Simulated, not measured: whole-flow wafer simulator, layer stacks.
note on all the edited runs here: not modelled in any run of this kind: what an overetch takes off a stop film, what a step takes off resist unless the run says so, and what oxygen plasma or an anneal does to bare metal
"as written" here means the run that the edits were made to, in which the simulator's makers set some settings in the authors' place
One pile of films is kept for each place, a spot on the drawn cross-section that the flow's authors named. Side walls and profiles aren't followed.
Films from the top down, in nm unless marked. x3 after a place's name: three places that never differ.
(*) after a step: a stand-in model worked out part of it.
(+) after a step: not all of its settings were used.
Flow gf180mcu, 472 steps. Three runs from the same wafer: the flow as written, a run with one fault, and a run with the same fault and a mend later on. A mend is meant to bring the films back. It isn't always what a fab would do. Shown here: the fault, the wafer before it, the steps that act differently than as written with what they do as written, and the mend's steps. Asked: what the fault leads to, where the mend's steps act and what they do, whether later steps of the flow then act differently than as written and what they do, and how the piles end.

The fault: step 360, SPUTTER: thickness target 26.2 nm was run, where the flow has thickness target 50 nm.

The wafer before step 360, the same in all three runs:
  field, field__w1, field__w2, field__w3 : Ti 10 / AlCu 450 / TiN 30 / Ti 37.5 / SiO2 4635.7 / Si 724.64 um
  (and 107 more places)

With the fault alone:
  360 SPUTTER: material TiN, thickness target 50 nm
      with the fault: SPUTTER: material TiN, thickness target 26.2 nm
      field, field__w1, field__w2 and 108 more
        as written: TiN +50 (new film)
        with the fault: TiN +26.2 (new film)
  Later steps of the flow that act differently than as written (2 more steps differ only slightly, by at most 2% or 0.5 nm, whichever is larger, and aren't shown):
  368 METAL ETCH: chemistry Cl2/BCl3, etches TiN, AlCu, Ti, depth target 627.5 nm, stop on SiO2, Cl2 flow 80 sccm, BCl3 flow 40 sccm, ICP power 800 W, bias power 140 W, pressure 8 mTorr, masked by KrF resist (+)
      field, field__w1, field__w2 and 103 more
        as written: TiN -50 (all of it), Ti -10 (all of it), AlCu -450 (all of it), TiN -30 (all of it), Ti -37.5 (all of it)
        with the fault: TiN -26.2 (all of it), Ti -10 (all of it), AlCu -450 (all of it), TiN -30 (all of it), Ti -37.5 (all of it)
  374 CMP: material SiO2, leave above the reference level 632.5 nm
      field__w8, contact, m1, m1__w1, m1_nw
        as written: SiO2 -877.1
        with the fault: SiO2 -853.3
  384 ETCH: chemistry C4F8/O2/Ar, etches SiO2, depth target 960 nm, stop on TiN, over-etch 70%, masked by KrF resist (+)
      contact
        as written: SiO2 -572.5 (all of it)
        with the fault: SiO2 -596.3 (all of it)
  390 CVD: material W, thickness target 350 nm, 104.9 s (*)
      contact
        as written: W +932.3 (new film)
        with the fault: W +956.3 (new film)
  At the end the piles differ from the flow's by more than 2% or 0.5 nm, whichever is larger, at field__w8, contact, m1, m1__w1, m1_nw.
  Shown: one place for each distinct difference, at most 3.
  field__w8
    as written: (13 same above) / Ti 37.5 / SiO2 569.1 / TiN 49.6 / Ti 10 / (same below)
    with the fault: (13 same above) / Ti 37.5 / SiO2 592.9 / TiN 25.8 / Ti 10 / (same below)
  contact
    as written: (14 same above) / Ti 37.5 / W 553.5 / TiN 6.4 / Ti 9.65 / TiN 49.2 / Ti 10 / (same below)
    with the fault: (14 same above) / Ti 37.5 / W 577.5 / TiN 6.31 / Ti 9.52 / TiN 25.4 / Ti 10 / (same below)

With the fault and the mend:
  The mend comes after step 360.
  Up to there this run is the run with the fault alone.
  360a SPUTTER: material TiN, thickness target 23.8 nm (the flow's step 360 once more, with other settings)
      field, field__w1, field__w2 and 108 more
        TiN +23.8
  No later step of the flow acts differently than as written at any place that is followed.
  At the end the piles are the same as the flow's at every place that both follow.
